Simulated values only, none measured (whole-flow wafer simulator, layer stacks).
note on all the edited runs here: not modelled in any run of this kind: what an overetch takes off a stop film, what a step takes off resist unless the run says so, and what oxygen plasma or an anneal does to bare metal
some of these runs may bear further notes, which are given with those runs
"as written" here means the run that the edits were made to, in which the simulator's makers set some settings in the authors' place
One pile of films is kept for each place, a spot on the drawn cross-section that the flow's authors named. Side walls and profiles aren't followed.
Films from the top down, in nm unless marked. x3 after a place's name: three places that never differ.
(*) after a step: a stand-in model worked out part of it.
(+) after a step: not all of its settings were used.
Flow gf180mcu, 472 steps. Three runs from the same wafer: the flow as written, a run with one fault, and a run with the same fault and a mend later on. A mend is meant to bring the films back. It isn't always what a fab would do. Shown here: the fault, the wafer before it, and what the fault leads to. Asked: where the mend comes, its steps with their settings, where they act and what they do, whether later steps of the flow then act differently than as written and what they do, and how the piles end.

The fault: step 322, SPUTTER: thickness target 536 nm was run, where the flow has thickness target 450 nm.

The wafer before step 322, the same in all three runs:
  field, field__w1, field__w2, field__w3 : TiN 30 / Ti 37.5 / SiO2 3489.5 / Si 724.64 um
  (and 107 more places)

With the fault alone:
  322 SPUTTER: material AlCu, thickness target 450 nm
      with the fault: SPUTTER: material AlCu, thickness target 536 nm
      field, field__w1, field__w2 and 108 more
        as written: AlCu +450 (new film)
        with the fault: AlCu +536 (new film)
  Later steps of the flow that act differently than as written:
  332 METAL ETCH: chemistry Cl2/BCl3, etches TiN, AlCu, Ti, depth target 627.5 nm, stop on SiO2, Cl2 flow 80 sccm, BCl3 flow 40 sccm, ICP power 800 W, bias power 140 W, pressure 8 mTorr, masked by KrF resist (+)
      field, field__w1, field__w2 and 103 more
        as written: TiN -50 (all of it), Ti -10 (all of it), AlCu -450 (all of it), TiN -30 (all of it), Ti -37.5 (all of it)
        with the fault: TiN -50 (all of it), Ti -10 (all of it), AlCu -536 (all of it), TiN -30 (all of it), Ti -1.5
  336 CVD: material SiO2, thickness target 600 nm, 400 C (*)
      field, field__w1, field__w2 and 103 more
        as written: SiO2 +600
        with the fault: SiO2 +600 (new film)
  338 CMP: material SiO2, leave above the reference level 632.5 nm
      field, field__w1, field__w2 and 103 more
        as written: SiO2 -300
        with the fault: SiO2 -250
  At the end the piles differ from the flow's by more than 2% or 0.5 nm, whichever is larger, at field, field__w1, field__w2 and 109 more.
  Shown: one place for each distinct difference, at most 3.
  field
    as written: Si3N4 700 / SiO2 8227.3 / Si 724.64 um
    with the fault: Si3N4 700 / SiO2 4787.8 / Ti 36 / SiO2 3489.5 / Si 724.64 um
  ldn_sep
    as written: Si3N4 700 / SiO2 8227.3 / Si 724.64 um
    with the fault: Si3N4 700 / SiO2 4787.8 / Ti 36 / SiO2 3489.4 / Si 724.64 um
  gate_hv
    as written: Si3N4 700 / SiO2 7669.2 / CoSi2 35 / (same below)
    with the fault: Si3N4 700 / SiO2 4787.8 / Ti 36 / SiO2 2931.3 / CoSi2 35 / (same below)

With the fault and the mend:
  The mend comes after step 322.
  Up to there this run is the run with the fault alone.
  322a METAL ETCH: chemistry Cl2/BCl3, etches TiN, AlCu, Ti, depth target 86 nm, Cl2 flow 80 sccm, BCl3 flow 40 sccm, ICP power 800 W, bias power 140 W, pressure 8 mTorr (the flow's step 260 once more, with other settings)
      field, field__w1, field__w2 and 108 more
        AlCu -86
  No later step of the flow acts differently than as written at any place that is followed.
  At the end the piles are the same as the flow's at every place that both follow.
